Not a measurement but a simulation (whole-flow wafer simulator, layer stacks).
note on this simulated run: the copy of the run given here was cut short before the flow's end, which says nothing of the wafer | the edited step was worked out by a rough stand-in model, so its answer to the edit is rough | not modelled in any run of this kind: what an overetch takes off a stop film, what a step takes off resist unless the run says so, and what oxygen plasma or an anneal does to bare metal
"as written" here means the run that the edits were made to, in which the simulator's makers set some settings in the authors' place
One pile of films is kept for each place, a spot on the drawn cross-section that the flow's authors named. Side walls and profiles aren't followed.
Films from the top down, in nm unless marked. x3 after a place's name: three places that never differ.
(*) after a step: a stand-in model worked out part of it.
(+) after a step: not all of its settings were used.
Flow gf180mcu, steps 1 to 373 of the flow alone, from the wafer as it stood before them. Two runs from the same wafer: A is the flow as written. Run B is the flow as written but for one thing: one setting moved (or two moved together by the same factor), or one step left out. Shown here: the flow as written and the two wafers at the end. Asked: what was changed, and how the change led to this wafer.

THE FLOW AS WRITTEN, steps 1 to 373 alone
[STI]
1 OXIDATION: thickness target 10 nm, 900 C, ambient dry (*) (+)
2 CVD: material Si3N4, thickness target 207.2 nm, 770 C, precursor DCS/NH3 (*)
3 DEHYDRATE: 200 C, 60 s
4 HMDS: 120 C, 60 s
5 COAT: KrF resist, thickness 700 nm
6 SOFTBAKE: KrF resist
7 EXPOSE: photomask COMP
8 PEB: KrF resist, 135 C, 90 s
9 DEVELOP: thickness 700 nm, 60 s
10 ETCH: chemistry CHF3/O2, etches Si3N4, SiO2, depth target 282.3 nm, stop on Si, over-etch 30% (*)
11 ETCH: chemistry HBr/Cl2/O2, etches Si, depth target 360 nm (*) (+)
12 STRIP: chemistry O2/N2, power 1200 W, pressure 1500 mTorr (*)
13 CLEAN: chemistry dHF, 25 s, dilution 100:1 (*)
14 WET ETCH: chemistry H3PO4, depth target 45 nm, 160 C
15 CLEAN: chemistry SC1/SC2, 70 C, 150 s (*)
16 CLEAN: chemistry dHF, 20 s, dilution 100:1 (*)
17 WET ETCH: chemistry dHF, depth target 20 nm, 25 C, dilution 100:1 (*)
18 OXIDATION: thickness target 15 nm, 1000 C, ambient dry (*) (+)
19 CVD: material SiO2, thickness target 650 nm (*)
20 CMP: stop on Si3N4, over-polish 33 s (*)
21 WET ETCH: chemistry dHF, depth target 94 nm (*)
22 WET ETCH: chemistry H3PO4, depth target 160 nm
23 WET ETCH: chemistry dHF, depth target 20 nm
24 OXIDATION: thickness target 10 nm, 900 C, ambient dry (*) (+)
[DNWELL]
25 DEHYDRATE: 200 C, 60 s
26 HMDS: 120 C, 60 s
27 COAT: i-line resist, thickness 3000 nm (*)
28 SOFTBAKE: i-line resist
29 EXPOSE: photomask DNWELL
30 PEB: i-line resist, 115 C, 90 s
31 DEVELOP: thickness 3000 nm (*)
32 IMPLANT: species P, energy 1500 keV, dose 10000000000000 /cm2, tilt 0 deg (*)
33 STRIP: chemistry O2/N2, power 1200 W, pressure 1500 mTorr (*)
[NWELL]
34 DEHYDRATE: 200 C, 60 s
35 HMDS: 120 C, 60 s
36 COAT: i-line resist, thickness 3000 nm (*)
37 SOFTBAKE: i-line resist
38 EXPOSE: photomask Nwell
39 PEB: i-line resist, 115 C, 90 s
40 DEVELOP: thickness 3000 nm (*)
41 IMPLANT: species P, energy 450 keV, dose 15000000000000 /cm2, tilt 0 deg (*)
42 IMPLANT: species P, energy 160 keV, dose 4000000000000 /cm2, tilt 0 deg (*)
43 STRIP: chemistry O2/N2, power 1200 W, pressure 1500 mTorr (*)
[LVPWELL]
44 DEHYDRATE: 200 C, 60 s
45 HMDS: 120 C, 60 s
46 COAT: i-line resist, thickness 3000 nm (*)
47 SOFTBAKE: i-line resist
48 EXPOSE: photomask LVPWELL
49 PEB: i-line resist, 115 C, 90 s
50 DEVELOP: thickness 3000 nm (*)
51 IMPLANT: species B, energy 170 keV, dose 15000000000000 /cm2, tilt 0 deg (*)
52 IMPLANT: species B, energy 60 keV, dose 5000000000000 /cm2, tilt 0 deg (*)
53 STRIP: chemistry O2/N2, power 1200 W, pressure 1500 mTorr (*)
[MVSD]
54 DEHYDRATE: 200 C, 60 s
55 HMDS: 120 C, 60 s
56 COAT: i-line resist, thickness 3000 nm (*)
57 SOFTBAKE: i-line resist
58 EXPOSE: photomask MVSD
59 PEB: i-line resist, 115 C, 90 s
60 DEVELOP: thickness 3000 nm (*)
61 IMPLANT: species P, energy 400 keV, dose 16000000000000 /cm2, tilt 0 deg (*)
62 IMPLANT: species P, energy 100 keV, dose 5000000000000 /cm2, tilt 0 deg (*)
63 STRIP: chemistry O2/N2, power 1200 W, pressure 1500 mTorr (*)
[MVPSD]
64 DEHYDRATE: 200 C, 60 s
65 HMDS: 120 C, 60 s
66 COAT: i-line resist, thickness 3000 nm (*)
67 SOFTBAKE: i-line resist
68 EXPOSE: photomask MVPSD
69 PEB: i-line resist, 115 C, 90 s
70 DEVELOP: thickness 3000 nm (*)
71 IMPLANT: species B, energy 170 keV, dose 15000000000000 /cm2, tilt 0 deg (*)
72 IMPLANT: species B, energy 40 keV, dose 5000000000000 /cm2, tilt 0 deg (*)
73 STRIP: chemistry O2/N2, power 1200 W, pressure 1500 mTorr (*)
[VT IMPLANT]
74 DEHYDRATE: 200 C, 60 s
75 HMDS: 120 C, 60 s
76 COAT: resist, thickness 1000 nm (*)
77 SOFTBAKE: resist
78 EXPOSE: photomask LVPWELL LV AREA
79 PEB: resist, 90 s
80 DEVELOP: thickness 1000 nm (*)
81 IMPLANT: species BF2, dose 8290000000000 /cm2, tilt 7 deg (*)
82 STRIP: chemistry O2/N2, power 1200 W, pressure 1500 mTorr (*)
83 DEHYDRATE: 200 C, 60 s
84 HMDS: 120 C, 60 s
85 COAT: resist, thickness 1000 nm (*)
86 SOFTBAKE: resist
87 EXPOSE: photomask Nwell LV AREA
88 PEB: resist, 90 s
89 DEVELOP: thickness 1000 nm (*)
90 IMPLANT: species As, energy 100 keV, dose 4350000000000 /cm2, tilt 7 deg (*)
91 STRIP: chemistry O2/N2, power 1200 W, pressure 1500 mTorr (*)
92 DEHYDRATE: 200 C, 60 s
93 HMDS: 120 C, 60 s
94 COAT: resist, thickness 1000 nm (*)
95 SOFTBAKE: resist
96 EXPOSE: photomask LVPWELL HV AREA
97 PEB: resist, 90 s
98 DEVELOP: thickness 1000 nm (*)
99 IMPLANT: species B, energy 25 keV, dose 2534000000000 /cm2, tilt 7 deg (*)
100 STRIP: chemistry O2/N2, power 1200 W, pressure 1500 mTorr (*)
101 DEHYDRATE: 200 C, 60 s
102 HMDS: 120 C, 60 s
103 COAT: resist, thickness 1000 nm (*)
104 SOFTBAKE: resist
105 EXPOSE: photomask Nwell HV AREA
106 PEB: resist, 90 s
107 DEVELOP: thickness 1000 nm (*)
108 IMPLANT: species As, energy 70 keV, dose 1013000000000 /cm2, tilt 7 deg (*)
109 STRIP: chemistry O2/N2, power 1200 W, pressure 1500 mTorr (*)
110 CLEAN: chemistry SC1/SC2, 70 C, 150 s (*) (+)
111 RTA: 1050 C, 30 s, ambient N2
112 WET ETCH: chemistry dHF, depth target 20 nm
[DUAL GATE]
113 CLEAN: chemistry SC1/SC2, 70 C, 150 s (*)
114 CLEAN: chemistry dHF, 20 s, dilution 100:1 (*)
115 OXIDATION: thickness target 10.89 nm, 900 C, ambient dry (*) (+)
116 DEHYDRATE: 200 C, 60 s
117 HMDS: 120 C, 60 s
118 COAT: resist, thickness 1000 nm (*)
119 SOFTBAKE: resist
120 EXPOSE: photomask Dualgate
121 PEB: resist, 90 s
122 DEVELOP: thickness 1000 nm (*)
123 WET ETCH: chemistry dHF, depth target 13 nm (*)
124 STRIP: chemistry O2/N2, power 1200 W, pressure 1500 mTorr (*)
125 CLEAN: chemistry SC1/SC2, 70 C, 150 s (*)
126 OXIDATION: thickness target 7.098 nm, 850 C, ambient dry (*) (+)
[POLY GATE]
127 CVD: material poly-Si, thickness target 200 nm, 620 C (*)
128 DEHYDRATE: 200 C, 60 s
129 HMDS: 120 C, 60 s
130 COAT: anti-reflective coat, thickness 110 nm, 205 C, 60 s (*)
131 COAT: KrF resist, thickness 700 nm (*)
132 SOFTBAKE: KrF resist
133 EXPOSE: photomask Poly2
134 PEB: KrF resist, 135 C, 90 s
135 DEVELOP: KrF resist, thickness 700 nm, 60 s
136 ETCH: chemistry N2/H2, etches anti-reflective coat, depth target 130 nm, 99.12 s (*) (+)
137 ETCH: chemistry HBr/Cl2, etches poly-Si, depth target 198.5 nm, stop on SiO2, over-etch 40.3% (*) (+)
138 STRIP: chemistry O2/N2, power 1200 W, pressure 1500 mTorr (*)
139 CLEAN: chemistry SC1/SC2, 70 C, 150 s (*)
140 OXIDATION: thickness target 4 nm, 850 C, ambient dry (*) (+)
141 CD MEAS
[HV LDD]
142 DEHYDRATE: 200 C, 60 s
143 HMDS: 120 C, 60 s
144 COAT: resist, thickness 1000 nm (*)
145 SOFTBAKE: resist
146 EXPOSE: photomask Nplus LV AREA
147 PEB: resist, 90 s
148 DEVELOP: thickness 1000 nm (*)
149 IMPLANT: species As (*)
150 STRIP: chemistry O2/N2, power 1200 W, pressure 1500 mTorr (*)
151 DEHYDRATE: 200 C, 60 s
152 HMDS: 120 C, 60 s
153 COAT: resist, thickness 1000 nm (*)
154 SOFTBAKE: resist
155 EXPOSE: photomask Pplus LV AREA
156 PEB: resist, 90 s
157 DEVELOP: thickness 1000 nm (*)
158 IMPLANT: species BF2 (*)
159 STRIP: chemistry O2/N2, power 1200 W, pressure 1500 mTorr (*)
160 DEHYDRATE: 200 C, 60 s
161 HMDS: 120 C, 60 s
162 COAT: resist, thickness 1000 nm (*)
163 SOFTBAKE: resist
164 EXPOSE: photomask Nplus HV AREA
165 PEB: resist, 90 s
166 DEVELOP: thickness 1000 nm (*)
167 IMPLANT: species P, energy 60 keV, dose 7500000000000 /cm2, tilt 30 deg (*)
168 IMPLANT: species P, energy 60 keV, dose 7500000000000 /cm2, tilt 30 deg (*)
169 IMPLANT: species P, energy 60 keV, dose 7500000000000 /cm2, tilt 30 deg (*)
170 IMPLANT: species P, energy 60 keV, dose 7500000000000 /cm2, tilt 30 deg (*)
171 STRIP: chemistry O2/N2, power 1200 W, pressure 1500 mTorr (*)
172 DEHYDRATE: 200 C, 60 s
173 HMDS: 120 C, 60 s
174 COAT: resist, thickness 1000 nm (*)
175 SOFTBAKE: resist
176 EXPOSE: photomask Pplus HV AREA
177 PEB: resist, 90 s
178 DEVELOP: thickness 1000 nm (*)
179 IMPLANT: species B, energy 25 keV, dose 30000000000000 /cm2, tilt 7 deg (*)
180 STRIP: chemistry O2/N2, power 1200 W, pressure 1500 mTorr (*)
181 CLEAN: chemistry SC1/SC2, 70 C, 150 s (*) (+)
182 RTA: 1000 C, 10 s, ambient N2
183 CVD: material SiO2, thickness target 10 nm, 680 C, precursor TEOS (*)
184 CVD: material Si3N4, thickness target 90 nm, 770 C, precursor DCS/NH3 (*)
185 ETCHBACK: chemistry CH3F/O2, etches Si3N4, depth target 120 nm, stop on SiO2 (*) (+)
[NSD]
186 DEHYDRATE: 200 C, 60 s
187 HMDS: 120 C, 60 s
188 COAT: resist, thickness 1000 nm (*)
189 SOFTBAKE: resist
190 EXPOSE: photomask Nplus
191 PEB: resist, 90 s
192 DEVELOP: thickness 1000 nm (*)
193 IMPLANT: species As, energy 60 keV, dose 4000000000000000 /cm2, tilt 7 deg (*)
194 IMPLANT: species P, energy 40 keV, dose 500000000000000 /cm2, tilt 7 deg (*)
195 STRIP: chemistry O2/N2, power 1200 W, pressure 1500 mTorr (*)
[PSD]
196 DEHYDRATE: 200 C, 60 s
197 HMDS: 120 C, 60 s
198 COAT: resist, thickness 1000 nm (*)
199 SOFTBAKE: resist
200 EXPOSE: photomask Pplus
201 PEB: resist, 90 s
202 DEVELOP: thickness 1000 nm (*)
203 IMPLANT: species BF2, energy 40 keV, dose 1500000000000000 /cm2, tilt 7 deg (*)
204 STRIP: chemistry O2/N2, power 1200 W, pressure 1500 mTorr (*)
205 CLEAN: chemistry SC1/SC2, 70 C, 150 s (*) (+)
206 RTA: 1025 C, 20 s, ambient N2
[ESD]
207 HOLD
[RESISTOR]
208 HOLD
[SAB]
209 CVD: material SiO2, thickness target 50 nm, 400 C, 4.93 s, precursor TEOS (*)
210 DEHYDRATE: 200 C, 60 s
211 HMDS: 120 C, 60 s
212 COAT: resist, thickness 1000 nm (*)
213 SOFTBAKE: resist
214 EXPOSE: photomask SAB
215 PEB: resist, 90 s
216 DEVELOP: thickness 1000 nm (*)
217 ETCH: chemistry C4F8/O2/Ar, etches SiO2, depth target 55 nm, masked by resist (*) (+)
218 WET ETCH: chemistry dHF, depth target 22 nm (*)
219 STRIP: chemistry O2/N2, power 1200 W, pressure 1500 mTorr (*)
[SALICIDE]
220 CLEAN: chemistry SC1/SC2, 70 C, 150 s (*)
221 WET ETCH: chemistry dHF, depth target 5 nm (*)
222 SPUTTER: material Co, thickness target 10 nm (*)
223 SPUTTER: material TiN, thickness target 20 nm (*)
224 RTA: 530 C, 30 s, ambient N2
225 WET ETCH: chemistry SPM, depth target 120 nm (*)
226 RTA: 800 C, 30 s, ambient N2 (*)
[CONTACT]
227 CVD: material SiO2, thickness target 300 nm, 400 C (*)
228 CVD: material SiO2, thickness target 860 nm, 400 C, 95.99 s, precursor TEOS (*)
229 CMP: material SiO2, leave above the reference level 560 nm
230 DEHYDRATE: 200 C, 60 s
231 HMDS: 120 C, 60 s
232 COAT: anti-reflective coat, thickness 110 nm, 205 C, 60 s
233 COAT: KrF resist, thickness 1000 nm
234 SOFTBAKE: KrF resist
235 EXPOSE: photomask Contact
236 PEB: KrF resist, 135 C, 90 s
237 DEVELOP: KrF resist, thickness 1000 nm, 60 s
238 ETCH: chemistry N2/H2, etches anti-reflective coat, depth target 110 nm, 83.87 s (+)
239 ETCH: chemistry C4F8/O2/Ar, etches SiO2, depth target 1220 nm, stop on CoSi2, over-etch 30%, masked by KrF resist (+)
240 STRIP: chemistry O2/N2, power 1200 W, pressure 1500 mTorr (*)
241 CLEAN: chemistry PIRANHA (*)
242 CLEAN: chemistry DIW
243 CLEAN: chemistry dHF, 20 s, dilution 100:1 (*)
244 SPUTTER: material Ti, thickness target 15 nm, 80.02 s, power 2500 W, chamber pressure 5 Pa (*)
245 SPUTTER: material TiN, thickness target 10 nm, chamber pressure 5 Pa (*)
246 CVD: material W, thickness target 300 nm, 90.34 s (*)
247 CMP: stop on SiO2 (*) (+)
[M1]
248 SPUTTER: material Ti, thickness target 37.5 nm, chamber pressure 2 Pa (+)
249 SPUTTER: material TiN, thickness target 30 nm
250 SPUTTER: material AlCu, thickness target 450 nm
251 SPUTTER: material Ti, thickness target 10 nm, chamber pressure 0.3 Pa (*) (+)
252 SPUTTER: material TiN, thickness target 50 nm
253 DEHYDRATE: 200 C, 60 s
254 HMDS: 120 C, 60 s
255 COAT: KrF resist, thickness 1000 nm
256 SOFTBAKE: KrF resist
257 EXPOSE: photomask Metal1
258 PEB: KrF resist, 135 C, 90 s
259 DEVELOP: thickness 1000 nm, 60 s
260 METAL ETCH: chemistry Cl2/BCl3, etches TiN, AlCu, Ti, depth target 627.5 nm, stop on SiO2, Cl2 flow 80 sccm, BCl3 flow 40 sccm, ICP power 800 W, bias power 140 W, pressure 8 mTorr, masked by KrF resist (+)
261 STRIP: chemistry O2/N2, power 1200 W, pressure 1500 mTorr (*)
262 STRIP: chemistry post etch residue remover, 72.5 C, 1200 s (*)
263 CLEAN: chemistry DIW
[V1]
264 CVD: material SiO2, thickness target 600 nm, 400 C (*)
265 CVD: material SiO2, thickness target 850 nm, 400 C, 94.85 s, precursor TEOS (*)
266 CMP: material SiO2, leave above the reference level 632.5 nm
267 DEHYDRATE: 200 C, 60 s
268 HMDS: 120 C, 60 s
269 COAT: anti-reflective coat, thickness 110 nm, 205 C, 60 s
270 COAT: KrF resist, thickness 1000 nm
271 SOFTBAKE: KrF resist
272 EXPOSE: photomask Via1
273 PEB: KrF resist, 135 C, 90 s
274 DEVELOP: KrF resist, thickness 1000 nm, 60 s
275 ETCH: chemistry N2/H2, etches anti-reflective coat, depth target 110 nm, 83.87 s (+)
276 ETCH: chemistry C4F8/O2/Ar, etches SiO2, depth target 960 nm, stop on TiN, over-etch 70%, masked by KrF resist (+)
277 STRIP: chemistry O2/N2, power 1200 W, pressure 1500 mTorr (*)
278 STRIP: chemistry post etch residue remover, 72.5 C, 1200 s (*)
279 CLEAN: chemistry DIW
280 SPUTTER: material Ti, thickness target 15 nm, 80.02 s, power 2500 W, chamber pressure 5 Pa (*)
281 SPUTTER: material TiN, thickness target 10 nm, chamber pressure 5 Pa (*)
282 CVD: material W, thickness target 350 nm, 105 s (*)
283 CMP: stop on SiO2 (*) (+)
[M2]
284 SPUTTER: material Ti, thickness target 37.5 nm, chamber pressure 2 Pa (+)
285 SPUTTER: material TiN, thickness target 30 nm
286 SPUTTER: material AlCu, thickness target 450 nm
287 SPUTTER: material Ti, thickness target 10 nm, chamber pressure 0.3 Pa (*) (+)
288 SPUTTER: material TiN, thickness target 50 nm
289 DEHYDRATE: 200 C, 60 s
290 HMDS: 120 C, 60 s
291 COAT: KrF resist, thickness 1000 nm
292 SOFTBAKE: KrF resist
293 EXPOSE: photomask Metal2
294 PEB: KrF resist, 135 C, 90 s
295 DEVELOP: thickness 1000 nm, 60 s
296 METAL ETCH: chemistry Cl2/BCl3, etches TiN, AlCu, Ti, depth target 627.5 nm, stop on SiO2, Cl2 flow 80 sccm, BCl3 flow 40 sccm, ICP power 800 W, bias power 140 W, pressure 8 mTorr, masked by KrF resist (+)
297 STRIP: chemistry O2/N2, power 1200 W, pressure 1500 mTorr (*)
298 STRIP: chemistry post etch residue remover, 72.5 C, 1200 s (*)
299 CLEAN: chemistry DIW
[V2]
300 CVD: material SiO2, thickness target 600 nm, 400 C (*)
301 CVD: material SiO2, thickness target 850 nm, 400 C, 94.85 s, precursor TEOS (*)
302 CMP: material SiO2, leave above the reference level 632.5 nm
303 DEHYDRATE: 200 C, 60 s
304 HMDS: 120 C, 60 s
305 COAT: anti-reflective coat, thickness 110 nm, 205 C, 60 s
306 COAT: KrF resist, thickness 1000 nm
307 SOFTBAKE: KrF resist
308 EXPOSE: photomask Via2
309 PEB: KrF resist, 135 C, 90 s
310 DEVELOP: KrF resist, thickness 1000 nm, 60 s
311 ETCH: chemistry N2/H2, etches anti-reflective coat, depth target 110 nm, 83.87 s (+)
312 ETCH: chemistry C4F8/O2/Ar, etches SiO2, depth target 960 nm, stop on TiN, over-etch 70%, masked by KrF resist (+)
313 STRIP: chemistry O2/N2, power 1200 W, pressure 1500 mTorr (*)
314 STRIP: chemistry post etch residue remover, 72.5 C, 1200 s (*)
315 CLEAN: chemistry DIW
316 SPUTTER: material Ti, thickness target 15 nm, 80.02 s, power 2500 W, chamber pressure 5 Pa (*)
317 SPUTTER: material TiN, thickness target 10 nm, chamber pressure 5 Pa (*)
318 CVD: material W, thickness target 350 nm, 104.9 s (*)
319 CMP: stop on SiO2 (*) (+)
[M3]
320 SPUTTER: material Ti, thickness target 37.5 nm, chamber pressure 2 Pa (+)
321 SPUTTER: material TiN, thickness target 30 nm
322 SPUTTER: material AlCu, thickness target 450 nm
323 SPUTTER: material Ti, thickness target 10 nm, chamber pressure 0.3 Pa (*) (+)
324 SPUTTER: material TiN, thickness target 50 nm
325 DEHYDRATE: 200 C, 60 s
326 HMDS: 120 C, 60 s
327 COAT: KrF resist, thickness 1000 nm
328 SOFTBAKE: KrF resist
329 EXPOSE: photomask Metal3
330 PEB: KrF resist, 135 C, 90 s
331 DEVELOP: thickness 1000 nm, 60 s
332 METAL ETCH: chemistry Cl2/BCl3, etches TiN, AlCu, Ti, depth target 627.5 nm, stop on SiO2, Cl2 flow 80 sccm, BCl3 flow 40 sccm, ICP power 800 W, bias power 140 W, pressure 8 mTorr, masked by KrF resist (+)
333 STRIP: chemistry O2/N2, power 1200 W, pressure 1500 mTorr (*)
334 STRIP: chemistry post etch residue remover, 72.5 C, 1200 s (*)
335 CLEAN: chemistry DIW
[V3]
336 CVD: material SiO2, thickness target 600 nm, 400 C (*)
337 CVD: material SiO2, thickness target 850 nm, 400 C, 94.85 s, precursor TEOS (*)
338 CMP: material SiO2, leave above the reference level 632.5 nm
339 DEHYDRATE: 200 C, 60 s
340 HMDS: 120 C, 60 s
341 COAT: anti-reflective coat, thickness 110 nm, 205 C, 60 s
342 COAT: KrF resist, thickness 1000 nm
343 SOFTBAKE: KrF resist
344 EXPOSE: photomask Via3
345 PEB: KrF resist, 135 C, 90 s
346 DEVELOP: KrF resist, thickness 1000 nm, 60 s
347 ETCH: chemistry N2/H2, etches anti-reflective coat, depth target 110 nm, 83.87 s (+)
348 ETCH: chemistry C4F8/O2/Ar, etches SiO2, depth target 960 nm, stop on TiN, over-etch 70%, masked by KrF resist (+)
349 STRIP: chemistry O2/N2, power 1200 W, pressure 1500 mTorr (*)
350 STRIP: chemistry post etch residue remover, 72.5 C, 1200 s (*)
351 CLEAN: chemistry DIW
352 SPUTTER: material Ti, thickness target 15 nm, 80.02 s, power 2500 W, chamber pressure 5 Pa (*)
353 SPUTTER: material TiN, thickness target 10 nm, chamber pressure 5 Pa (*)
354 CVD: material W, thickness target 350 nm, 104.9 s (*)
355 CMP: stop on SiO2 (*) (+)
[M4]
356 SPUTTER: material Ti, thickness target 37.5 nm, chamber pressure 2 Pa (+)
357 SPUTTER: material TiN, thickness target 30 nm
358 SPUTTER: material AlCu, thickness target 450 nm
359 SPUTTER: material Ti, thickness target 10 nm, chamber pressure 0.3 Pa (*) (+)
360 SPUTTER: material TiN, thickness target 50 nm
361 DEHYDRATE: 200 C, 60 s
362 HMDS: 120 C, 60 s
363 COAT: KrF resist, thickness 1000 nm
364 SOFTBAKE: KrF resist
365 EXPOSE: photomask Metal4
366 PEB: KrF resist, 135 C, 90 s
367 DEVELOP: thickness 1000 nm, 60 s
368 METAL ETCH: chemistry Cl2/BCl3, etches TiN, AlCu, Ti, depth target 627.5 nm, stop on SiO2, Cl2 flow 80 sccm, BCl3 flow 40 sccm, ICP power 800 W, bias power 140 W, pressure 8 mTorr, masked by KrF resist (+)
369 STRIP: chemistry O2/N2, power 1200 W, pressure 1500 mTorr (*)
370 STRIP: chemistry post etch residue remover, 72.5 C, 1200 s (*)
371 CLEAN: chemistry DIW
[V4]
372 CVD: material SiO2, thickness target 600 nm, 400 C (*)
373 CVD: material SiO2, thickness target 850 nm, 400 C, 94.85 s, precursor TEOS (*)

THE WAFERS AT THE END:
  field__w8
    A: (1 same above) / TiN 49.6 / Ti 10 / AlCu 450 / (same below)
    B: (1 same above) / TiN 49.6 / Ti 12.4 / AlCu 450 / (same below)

The cause: step 359, SPUTTER: thickness target 12.4 nm was run, where the flow has thickness target 10 nm.
It can be read off the wafer: field__w8 has Ti 12.4, and step 359 as written asks for 10 nm.

How the change led to this, step by step:
  359 SPUTTER: material Ti, thickness target 10 nm, chamber pressure 0.3 Pa (*) (+)
      field, field__w1, field__w2 and 108 more: A Ti +10 (new film) | B Ti +12.4 (new film)
  368 METAL ETCH: chemistry Cl2/BCl3, etches TiN, AlCu, Ti, depth target 627.5 nm, stop on SiO2, Cl2 flow 80 sccm, BCl3 flow 40 sccm, ICP power 800 W, bias power 140 W, pressure 8 mTorr, masked by KrF resist (+)
      field, field__w1, field__w2 and 103 more: A TiN -50 (all of it), Ti -10 (all of it), AlCu -450 (all of it), TiN -30 (all of it), Ti -37.5 (all of it) | B TiN -50 (all of it), Ti -12.4 (all of it), AlCu -450 (all of it), TiN -30 (all of it), Ti -37.5 (all of it)
